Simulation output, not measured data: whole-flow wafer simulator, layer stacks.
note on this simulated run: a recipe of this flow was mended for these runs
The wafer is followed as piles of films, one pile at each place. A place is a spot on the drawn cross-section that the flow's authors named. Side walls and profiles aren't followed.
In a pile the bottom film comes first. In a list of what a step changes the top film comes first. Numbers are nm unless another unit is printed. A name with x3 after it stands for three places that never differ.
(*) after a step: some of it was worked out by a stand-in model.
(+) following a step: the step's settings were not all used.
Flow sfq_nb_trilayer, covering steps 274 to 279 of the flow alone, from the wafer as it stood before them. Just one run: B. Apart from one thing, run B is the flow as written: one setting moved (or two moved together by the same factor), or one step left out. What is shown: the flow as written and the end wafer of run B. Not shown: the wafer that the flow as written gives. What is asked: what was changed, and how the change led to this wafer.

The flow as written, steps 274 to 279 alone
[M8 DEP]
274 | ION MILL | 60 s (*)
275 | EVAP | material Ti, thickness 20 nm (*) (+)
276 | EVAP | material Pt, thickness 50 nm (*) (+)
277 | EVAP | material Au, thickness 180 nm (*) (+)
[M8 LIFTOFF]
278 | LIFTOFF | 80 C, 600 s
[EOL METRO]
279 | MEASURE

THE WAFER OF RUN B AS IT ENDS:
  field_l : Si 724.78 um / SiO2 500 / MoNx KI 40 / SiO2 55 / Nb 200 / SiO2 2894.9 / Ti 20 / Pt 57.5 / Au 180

What caused this: step 276, EVAP: thickness 57.5 nm was run, while the flow as written has thickness 50 nm.
The wafer lets one read it off: field_l has Pt 57.5, and step 276 as written asks for 50 nm.

Step by step, how the change led to this:
  276 | EVAP | material Pt, thickness 50 nm (*) (+)
      field_l, v_sur x3, via_wl x2 and 100 more: Pt gains 57.5 (new film) (it would be, as written: Pt gains 50 (new film))
  278 | LIFTOFF | 80 C, 600 s
      p4_fl x5, p4_w1 x9, p3_s0 x11 and 49 more: Au loses 180 (all of it), Pt loses 57.5 (all of it), Ti loses 20 (all of it), KrF-resist-other-grade loses 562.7 (all of it), lift-off-underlayer loses 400 (all of it) (it would be, as written: Au loses 180 (all of it), Pt loses 50 (all of it), Ti loses 20 (all of it), KrF-resist-other-grade loses 562.7 (all of it), lift-off-underlayer loses 400 (all of it))
      r_sur, res, r_end: Au loses 180 (all of it), Pt loses 57.5 (all of it), Ti loses 20 (all of it), KrF-resist-other-grade loses 559.9 (all of it), lift-off-underlayer loses 399.5 (all of it) (it would be, as written: Au loses 180 (all of it), Pt loses 50 (all of it), Ti loses 20 (all of it), KrF-resist-other-grade loses 559.9 (all of it), lift-off-underlayer loses 399.5 (all of it))
      (as well as at 18 more places)
